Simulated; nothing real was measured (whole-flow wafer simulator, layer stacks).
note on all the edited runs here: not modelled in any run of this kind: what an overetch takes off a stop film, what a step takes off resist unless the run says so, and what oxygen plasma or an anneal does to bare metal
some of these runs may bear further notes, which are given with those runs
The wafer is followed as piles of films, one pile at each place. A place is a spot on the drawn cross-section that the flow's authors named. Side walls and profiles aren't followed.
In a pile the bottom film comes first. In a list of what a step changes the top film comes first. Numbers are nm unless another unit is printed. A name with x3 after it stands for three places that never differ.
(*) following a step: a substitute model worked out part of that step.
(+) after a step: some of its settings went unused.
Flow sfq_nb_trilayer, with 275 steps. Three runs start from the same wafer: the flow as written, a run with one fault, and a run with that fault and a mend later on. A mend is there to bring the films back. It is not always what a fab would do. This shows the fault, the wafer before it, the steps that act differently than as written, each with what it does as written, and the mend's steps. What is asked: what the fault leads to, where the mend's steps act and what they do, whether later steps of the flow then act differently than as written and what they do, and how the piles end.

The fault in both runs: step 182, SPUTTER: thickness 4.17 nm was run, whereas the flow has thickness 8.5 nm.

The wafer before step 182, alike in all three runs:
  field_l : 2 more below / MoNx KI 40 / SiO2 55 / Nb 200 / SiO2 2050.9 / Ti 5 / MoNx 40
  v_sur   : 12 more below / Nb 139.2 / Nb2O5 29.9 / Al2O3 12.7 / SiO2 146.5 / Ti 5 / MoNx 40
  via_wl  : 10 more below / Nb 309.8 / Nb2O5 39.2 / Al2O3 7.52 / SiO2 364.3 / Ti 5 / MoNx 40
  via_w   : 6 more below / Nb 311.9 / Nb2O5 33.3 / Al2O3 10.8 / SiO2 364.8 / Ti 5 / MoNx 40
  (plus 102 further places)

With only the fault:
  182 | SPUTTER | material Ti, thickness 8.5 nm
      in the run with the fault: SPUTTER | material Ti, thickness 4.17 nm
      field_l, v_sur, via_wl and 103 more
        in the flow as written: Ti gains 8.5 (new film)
        in the run with the fault: Ti gains 4.17 (new film)
  Steps further on in the flow that do not act as written (12 more steps, not shown, differ only slightly: by at most 2% or 0.5 nm, whichever is larger):
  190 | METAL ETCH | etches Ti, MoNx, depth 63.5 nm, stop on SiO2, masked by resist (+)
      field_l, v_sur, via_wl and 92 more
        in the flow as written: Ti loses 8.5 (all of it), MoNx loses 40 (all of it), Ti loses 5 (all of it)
        in the run with the fault: Ti loses 4.17 (all of it), MoNx loses 40 (all of it), Ti loses 5 (all of it)
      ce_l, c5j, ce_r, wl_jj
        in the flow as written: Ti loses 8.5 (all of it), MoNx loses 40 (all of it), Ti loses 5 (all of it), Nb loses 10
        in the run with the fault: Ti loses 4.17 (all of it), MoNx loses 40 (all of it), Ti loses 5 (all of it), Nb loses 14.3
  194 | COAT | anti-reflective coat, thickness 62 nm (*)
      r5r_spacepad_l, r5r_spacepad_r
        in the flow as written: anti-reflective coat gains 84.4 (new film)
        in the run with the fault: anti-reflective coat gains 82.5 (new film)
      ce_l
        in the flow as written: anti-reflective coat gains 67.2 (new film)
        in the run with the fault: anti-reflective coat gains 69.1 (new film)
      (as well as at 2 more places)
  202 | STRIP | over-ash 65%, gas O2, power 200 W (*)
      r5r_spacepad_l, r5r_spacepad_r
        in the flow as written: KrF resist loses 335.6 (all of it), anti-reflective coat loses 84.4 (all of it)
        in the run with the fault: KrF resist loses 335.5 (all of it), anti-reflective coat loses 82.5 (all of it)
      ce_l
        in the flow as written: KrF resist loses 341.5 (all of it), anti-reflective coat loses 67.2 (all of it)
        in the run with the fault: KrF resist loses 342.7 (all of it), anti-reflective coat loses 69.1 (all of it)
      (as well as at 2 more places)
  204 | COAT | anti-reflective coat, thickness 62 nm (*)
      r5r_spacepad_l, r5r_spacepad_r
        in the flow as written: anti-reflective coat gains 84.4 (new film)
        in the run with the fault: anti-reflective coat gains 82.5 (new film)
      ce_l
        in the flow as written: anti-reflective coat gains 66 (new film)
        in the run with the fault: anti-reflective coat gains 67.9 (new film)
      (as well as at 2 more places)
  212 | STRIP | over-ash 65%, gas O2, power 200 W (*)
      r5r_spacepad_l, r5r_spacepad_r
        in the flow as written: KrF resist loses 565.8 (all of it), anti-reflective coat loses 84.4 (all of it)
        in the run with the fault: KrF resist loses 565.3 (all of it), anti-reflective coat loses 82.5 (all of it)
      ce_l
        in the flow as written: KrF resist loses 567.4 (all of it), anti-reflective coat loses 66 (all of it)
        in the run with the fault: KrF resist loses 568.2 (all of it), anti-reflective coat loses 67.9 (all of it)
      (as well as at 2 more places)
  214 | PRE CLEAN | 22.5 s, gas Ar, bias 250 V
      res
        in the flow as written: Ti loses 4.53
        in the run with the fault: Ti loses 4.17 (all of it), MoNx loses 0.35
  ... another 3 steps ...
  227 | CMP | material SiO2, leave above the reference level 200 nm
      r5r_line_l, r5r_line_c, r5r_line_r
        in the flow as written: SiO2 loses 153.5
        in the run with the fault: SiO2 loses 149.2
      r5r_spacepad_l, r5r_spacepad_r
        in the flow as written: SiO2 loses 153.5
        in the run with the fault: SiO2 loses 146.7
  By the end, the piles at ce_l, ce_r, be_r and 7 more depart from the flow's by more than 2% or 0.5 nm, whichever is larger.
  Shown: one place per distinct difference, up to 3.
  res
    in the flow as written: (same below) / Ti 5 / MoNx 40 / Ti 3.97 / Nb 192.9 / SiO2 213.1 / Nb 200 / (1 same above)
    in the run with the fault: (same below) / Ti 5 / MoNx 39.6 / Nb 192.9 / SiO2 217.5 / Nb 200 / (1 same above)
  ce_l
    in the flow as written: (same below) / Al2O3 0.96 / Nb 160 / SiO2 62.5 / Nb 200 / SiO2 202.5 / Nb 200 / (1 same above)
    in the run with the fault: (same below) / Al2O3 0.96 / Nb 155.7 / SiO2 62.5 / Nb 200 / SiO2 206.8 / Nb 200 / (1 same above)
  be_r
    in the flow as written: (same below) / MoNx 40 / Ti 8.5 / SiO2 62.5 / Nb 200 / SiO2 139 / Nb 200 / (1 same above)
    in the run with the fault: (same below) / MoNx 40 / Ti 4.17 / SiO2 62.5 / Nb 200 / SiO2 143.3 / Nb 200 / (1 same above)

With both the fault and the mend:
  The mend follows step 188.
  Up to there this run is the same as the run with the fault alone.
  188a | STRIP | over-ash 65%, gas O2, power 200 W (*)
      field_l, v_sur, via_wl and 96 more
        anti-reflective coat loses 62 (all of it)
      be_r, r_sur, res, r_end, r5r_line_l, r5r_line_c, r5r_line_r
        KrF resist loses 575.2 (all of it), anti-reflective coat loses 62 (all of it)
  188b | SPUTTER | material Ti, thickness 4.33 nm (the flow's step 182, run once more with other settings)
      field_l, v_sur, via_wl and 103 more
        Ti gains 4.33
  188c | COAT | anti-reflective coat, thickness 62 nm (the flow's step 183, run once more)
      field_l, v_sur, via_wl and 103 more
        anti-reflective coat gains 62 (new film)
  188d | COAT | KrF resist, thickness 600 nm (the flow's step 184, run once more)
      field_l, v_sur, via_wl and 103 more
        KrF resist gains 600 (new film)
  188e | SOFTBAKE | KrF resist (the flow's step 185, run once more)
      alters no film at any place that is followed
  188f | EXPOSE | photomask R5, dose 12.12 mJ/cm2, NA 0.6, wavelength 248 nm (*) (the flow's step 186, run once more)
      alters no film at any place that is followed
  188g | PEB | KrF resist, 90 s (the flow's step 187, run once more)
      field_l, v_sur, via_wl and 103 more
        KrF resist loses 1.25
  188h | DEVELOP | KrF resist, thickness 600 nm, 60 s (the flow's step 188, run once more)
      field_l, v_sur, via_wl and 96 more
        KrF resist loses 598.7 (all of it)
      be_r, r_sur, res, r_end, r5r_line_l, r5r_line_c, r5r_line_r
        KrF resist loses 23.5
  Every later step of the flow that is run acts as written at every place that is followed.
  At every place that both follow, the piles at the end match the flow's.
